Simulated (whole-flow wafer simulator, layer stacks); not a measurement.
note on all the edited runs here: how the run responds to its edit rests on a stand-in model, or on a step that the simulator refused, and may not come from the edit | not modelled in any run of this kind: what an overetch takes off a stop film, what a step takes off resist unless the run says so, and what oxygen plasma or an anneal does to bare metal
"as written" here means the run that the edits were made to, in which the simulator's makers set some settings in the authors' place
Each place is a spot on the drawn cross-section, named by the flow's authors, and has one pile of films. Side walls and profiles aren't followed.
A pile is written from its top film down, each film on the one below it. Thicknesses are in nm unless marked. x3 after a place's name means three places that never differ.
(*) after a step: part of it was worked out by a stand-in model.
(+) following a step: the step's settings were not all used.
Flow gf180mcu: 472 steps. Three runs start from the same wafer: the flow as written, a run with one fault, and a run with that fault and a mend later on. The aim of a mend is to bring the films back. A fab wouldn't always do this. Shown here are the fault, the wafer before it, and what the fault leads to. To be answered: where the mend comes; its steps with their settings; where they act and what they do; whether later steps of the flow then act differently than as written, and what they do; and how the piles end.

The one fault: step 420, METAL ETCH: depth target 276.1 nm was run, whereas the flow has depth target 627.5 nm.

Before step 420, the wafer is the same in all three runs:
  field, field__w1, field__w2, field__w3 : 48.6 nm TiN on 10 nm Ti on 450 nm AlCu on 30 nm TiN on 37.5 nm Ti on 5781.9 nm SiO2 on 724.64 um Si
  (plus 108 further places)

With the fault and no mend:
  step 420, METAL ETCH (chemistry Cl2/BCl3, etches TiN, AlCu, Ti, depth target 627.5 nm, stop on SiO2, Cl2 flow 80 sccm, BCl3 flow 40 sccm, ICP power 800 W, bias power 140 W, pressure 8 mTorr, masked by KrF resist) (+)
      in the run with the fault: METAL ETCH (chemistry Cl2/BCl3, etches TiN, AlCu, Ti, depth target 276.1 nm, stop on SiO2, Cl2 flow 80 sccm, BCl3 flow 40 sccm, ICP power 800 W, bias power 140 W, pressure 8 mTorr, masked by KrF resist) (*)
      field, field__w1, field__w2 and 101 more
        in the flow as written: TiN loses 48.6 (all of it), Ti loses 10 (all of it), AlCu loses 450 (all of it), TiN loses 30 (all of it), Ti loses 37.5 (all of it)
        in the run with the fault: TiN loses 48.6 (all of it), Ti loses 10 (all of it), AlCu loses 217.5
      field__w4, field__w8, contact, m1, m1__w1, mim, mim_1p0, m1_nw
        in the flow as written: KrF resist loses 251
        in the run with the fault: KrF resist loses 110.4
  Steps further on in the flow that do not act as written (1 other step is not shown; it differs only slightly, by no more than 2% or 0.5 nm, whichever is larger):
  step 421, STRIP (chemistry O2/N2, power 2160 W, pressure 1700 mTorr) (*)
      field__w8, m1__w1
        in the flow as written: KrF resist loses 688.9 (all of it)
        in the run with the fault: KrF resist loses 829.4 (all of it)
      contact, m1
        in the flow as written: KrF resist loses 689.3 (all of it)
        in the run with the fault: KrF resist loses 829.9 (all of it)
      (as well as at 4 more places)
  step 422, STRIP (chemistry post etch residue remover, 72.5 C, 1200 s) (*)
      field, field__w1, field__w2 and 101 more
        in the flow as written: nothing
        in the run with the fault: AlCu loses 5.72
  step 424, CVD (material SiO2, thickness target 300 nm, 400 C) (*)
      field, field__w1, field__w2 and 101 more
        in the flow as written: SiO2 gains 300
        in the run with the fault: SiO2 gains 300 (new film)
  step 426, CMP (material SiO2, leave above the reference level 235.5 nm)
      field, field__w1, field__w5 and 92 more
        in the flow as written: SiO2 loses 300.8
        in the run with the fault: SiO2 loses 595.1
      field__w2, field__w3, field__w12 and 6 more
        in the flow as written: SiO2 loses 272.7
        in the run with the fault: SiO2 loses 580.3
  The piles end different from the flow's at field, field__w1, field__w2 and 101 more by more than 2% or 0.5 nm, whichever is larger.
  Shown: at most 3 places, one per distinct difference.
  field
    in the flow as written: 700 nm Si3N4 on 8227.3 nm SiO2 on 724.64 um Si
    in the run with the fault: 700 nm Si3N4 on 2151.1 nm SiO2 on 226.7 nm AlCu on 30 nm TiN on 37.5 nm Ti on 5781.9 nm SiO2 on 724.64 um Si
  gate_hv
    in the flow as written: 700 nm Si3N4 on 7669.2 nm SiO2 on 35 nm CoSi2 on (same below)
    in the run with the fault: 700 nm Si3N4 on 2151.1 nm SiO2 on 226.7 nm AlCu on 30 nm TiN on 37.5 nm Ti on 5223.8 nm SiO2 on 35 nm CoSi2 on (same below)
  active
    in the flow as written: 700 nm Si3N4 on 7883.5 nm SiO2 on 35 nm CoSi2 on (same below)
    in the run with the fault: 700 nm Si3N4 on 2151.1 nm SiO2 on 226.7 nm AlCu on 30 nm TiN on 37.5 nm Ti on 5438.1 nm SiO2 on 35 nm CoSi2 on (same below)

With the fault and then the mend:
  After step 420 comes the mend.
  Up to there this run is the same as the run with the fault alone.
  step 420a, METAL ETCH (chemistry Cl2/BCl3, etches TiN, AlCu, Ti, depth target 351.4 nm, stop on SiO2, Cl2 flow 80 sccm, BCl3 flow 40 sccm, ICP power 800 W, bias power 140 W, pressure 8 mTorr, masked by KrF resist) (+) (the flow's step 420, run once more with other settings)
      field, field__w1, field__w2 and 101 more
        AlCu loses 232.5 (all of it), TiN loses 30 (all of it), Ti loses 37.5 (all of it)
      field__w4, field__w8, contact, m1, m1__w1, mim, mim_1p0, m1_nw
        KrF resist loses 140.6
  Later steps of the flow that are run all act as written at every place that is followed.
  At every place that both follow, the piles at the end match the flow's.
